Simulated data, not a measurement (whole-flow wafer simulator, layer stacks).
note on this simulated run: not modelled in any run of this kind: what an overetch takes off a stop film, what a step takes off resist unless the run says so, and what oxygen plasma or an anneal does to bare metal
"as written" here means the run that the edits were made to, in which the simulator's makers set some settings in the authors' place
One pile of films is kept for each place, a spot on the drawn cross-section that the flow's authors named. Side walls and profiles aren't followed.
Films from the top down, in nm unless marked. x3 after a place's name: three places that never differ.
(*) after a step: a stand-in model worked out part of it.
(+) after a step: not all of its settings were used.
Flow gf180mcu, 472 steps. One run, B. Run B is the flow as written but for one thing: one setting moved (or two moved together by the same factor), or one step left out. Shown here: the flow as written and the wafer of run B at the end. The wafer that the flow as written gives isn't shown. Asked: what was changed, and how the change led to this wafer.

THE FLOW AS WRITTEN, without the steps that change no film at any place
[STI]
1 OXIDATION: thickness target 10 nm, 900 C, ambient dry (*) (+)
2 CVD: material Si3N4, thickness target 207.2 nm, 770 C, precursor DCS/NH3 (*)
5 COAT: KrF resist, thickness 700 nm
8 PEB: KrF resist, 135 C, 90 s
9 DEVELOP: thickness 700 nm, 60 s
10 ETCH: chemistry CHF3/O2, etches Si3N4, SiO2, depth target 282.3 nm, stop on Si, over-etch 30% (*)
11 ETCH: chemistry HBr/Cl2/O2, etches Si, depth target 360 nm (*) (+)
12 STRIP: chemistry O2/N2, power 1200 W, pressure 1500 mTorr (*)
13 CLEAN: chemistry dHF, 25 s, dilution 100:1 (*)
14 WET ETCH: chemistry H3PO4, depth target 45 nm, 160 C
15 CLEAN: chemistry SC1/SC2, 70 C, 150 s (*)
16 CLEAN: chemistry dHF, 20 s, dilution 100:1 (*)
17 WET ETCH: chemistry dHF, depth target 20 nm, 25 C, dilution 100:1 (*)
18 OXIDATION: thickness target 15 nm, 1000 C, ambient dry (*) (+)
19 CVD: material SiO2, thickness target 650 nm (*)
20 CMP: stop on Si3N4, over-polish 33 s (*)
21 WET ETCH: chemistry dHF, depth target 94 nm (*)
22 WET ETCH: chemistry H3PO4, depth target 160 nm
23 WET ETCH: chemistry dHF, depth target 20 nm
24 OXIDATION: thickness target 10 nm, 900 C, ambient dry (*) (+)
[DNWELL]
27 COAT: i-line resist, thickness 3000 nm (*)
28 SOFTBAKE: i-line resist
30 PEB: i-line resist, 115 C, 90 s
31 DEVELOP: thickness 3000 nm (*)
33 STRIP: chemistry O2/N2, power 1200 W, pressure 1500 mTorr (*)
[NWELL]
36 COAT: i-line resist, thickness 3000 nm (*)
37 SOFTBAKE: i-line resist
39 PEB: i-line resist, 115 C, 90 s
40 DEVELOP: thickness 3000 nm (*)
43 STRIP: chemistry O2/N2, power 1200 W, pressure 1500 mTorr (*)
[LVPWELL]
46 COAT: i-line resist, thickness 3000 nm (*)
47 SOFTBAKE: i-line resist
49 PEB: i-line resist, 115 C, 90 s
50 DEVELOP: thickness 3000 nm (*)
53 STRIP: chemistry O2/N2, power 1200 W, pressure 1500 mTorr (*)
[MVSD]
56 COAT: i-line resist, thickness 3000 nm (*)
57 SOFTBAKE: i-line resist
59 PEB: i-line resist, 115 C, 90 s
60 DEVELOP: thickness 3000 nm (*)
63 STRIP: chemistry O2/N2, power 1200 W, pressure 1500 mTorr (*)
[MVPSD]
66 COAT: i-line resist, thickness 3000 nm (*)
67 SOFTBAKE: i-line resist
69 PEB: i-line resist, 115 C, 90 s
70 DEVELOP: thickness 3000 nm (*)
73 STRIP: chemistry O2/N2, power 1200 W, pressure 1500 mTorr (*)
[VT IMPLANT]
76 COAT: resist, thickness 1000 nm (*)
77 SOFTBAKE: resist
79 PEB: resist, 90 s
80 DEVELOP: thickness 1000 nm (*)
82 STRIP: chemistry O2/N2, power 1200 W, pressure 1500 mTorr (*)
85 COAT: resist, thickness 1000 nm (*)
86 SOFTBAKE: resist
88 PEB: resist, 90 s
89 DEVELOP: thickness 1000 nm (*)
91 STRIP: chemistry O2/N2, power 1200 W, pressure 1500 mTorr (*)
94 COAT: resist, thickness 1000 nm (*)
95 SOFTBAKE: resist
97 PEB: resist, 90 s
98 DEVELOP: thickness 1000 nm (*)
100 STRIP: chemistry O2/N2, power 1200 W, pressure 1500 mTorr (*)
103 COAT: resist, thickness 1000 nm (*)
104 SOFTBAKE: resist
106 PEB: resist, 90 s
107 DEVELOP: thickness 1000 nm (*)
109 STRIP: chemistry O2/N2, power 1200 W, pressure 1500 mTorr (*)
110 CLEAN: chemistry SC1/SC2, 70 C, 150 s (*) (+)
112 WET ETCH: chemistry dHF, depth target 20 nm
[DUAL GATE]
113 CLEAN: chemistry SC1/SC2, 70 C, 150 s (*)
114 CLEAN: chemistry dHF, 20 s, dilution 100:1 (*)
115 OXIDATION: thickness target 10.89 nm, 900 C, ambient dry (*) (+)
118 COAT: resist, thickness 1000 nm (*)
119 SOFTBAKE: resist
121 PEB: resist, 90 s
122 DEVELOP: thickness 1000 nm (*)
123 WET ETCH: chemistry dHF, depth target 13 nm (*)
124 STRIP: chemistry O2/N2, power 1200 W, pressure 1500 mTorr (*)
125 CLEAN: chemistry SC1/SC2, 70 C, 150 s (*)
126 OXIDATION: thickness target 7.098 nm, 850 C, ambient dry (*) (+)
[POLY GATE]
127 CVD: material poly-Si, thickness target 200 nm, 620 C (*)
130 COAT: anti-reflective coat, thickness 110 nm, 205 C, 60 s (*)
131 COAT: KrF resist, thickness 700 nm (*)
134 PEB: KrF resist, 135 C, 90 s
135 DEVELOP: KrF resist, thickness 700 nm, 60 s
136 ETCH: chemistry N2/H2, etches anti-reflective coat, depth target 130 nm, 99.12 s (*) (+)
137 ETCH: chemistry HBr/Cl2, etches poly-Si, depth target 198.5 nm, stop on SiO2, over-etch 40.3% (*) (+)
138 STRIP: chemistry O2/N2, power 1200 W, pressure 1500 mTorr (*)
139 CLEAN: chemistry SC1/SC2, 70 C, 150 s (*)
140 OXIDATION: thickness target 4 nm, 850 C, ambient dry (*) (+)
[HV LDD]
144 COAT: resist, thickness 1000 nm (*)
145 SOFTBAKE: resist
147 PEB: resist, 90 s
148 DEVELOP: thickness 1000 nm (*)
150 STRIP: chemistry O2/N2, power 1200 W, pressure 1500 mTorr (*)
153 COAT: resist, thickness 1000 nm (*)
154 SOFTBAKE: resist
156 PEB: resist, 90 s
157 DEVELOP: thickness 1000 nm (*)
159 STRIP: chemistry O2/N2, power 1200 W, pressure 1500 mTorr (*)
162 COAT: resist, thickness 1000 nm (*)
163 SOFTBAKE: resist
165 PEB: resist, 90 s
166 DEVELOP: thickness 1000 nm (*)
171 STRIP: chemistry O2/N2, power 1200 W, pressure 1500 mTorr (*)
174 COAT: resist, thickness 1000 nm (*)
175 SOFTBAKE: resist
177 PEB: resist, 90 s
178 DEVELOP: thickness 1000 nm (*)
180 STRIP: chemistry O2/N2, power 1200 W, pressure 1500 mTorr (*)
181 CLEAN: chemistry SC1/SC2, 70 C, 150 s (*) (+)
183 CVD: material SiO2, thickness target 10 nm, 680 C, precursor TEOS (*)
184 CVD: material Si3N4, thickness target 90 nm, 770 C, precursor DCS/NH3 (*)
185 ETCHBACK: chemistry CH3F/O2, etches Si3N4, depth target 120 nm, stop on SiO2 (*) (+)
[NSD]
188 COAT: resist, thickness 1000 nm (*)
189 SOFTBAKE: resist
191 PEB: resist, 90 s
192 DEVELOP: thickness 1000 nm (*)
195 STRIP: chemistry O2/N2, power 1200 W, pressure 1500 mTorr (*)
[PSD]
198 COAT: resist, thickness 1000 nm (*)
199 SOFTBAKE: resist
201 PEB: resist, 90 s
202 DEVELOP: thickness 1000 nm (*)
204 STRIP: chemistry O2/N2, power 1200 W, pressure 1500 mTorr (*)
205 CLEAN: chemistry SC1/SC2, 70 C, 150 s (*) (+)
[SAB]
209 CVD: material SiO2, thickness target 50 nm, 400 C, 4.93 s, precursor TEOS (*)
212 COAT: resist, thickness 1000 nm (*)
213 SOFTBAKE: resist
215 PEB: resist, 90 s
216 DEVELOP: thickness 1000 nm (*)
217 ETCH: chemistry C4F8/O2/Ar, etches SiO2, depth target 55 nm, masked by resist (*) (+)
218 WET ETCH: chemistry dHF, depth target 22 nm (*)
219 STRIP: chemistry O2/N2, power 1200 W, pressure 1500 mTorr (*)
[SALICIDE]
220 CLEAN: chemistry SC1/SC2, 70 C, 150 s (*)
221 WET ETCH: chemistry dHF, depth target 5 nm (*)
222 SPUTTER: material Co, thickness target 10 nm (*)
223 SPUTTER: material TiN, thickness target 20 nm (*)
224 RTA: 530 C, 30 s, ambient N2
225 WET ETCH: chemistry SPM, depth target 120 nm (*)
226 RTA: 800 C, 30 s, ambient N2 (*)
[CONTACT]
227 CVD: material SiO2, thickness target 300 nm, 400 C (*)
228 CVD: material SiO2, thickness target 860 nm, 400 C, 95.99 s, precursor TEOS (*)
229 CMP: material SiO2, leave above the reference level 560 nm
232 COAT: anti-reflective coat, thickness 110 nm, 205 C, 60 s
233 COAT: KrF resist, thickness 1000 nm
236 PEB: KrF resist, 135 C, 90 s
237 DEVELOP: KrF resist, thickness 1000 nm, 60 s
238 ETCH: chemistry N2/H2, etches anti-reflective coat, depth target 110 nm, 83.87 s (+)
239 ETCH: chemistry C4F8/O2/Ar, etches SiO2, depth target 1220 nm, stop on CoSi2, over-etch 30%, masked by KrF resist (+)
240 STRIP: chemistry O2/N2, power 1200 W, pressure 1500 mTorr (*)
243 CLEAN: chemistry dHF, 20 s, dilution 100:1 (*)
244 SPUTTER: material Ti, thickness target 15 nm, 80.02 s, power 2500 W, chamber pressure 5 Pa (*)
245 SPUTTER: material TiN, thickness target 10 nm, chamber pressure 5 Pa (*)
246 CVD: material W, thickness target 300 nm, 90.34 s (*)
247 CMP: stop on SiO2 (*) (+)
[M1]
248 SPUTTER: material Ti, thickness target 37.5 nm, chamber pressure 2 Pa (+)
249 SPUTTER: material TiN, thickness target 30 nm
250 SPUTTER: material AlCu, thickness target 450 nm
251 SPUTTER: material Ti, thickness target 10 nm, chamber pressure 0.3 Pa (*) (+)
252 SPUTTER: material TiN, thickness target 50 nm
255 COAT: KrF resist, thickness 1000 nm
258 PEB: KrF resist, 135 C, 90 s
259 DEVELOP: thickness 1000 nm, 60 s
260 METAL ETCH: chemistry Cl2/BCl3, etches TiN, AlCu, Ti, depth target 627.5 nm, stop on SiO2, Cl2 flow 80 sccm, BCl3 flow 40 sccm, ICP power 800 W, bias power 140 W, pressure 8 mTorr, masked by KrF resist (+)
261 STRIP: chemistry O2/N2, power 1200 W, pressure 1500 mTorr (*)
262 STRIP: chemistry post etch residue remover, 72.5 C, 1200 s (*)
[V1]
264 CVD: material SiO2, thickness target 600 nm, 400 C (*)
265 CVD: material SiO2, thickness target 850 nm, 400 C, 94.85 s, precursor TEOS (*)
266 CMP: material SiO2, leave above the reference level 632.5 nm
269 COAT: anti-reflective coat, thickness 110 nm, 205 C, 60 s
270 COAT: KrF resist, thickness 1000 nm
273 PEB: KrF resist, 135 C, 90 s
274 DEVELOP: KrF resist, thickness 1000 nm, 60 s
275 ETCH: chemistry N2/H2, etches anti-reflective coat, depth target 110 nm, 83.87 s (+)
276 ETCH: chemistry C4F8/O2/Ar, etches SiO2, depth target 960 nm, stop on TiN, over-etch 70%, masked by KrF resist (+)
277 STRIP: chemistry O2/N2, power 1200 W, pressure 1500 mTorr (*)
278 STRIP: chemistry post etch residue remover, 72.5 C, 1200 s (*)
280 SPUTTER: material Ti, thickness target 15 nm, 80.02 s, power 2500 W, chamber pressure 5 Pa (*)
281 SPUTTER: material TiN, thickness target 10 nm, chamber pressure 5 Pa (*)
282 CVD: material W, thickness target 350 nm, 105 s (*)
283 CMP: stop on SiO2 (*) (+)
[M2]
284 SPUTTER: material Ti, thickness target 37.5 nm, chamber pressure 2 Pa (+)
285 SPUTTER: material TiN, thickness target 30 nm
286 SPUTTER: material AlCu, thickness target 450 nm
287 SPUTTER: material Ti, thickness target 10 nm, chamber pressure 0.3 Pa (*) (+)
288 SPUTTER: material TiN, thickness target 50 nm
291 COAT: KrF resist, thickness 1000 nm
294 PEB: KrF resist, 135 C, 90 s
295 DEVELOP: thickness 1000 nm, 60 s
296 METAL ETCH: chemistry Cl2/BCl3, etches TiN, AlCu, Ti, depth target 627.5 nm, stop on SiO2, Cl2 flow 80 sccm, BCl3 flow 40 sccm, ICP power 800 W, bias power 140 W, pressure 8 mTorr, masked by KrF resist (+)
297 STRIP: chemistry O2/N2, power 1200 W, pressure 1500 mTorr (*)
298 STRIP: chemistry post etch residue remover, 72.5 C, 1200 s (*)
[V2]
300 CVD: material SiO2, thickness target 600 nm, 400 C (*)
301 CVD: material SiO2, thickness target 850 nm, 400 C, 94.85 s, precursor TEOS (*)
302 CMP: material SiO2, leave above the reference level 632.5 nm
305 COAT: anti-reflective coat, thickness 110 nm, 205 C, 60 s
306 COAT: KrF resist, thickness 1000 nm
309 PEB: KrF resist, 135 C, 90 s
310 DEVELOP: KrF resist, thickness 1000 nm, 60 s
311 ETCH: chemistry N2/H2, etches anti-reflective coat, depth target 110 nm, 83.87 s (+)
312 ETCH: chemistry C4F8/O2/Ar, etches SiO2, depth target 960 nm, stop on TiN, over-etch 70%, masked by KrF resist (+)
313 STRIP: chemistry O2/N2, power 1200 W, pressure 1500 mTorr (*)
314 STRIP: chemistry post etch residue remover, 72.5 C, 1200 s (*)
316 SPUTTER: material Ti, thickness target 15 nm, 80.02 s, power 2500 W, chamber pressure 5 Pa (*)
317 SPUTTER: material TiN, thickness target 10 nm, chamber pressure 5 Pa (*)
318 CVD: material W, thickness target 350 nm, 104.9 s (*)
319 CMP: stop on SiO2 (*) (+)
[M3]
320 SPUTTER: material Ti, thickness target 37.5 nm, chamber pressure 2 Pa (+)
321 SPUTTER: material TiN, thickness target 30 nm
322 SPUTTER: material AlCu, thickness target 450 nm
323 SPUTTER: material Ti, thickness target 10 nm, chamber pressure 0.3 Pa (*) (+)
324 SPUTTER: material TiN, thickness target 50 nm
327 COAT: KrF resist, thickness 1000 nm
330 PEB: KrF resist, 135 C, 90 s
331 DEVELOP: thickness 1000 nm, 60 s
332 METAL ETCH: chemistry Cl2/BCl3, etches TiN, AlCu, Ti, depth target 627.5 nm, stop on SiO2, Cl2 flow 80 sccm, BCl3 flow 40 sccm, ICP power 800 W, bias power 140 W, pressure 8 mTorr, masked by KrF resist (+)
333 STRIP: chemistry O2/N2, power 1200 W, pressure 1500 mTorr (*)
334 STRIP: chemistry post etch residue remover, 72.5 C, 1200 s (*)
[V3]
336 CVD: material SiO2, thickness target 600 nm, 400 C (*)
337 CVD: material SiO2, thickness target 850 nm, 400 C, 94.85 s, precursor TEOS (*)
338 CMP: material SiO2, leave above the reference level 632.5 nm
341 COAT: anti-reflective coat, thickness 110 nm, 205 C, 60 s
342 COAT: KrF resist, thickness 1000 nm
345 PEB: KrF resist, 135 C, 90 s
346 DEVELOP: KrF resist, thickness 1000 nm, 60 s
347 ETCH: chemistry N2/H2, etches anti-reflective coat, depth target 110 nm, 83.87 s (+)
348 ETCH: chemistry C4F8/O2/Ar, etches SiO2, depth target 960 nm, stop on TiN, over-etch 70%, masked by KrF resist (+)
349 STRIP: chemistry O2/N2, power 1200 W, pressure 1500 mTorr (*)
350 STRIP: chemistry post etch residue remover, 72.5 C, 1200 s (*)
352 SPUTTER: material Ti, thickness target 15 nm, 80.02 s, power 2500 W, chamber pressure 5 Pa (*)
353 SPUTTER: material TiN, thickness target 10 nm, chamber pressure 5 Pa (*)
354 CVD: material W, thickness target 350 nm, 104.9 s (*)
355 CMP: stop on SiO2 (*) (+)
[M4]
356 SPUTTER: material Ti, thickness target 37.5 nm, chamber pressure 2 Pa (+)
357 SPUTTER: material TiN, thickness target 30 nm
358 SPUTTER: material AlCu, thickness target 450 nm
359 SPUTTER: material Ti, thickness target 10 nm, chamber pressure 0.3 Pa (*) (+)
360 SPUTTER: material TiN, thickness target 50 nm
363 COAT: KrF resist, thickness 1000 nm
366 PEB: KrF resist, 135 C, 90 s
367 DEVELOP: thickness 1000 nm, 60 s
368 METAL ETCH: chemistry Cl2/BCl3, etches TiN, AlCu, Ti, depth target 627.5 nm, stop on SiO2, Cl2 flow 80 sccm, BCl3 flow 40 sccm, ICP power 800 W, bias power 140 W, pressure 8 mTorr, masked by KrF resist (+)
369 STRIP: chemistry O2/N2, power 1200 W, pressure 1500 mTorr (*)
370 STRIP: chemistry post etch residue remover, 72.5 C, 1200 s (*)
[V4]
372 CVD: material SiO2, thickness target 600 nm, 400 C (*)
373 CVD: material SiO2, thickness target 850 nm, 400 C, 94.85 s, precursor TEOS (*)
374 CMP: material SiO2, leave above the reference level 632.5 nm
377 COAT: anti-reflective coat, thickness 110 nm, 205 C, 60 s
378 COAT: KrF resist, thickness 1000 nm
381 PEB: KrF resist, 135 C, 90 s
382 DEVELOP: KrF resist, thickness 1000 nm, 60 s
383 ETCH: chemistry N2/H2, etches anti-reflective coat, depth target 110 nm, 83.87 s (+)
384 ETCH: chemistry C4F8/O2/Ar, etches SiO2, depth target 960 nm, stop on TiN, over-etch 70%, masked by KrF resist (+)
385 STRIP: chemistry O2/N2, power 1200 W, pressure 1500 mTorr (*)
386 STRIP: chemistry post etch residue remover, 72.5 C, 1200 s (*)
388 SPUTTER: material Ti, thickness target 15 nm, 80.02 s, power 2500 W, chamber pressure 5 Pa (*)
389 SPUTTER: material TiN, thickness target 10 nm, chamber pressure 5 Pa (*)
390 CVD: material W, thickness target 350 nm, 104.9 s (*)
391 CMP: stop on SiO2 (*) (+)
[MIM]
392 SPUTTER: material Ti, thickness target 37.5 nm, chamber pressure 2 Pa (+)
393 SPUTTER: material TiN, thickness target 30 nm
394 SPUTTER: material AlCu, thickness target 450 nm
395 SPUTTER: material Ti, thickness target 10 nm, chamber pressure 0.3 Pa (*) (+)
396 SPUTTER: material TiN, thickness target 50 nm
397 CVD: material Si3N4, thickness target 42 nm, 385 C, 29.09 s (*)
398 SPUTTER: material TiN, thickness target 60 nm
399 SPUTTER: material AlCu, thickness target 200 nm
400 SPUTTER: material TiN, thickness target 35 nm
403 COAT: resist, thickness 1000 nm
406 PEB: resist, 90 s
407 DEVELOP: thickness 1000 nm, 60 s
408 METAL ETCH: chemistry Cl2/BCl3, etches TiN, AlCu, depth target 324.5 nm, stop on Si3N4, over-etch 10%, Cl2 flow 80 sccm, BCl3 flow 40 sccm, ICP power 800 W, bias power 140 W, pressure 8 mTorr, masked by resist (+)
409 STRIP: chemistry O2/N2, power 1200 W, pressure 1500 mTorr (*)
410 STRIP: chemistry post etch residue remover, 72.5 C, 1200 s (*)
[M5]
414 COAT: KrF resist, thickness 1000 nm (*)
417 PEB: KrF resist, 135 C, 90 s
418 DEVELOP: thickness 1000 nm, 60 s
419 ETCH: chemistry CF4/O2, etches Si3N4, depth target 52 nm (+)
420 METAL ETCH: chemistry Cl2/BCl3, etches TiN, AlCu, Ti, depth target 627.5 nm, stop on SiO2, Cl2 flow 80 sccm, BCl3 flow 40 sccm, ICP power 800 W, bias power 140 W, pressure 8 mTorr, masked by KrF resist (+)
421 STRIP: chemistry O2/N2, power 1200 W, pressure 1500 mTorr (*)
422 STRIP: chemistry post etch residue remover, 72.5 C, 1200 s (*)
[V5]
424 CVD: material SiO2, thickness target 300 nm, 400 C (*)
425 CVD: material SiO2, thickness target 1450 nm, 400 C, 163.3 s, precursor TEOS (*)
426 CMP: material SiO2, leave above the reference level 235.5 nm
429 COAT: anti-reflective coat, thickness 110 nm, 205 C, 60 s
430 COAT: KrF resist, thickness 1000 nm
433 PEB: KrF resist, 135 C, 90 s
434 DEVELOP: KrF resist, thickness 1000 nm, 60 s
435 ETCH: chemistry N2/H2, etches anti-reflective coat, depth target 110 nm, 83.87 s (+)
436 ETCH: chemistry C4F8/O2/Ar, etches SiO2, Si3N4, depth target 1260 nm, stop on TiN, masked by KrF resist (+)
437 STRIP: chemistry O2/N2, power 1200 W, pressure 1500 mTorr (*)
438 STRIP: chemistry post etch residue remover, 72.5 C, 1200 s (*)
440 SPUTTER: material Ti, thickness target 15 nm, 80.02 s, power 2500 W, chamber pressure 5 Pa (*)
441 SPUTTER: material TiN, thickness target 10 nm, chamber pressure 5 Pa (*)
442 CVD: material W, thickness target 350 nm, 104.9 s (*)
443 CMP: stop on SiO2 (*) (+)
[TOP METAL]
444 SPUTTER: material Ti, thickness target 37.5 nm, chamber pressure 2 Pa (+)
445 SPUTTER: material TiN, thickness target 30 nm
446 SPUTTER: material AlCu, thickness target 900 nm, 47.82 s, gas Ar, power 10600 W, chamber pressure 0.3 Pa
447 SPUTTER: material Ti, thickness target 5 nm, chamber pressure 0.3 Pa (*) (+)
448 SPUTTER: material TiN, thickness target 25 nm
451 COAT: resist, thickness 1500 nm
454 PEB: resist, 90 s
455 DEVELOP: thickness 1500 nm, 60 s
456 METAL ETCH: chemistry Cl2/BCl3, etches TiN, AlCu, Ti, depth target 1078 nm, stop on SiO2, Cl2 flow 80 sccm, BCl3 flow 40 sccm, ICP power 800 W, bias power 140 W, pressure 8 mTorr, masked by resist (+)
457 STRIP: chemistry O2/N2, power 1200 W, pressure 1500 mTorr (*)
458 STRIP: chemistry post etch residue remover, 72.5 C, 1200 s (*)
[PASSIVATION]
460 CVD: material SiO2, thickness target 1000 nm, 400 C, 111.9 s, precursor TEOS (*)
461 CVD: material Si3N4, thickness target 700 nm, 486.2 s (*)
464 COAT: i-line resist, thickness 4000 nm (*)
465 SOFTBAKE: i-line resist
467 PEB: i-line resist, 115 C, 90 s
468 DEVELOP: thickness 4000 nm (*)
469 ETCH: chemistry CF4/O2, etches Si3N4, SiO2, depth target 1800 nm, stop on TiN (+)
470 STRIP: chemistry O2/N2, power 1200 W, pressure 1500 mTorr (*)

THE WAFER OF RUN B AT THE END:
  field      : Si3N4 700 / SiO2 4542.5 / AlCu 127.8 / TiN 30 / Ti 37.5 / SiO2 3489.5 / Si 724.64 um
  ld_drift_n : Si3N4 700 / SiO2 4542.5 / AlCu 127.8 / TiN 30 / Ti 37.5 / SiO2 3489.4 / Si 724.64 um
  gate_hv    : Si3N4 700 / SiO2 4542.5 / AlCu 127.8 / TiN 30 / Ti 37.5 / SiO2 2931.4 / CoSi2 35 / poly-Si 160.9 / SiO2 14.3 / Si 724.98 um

The cause: step 332, METAL ETCH: depth target 376.5 nm was run, where the flow has depth target 627.5 nm.

How the change led to this, step by step:
  332 METAL ETCH: chemistry Cl2/BCl3, etches TiN, AlCu, Ti, depth target 627.5 nm, stop on SiO2, Cl2 flow 80 sccm, BCl3 flow 40 sccm, ICP power 800 W, bias power 140 W, pressure 8 mTorr, masked by KrF resist (+)
      field, field__w1, field__w2 and 103 more: TiN -50 (all of it), Ti -10 (all of it), AlCu -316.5 (as written it would be: TiN -50 (all of it), Ti -10 (all of it), AlCu -450 (all of it), TiN -30 (all of it), Ti -37.5 (all of it))
      field__w8, contact, m1, m1__w1, m1_nw: KrF resist -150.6 (as written it would be: KrF resist -251)
  333 STRIP: chemistry O2/N2, power 1200 W, pressure 1500 mTorr (*)
      field__w8, contact, m1, m1__w1, m1_nw: KrF resist -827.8 (all of it) (as written it would be: KrF resist -727.4 (all of it))
  334 STRIP: chemistry post etch residue remover, 72.5 C, 1200 s (*)
      field, field__w1, field__w2 and 103 more: AlCu -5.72 (as written it would be: nothing)
  336 CVD: material SiO2, thickness target 600 nm, 400 C (*)
      field, field__w1, field__w2 and 103 more: SiO2 +600 (new film) (as written it would be: SiO2 +600)
  338 CMP: material SiO2, leave above the reference level 632.5 nm
      field, field__w1, field__w2 and 103 more: SiO2 -495.3 (as written it would be: SiO2 -300)
Counting metal films that touch as one body, field has 1 body; the flow as written gives 0 bodies.
Counting metal films that touch as one body, ld_drift_n has 1 body; the flow as written gives 0 bodies.
Counting metal films that touch as one body, gate_hv has 2 bodies (between them, from the top down: SiO2 2931.4); the flow as written gives 1 body.
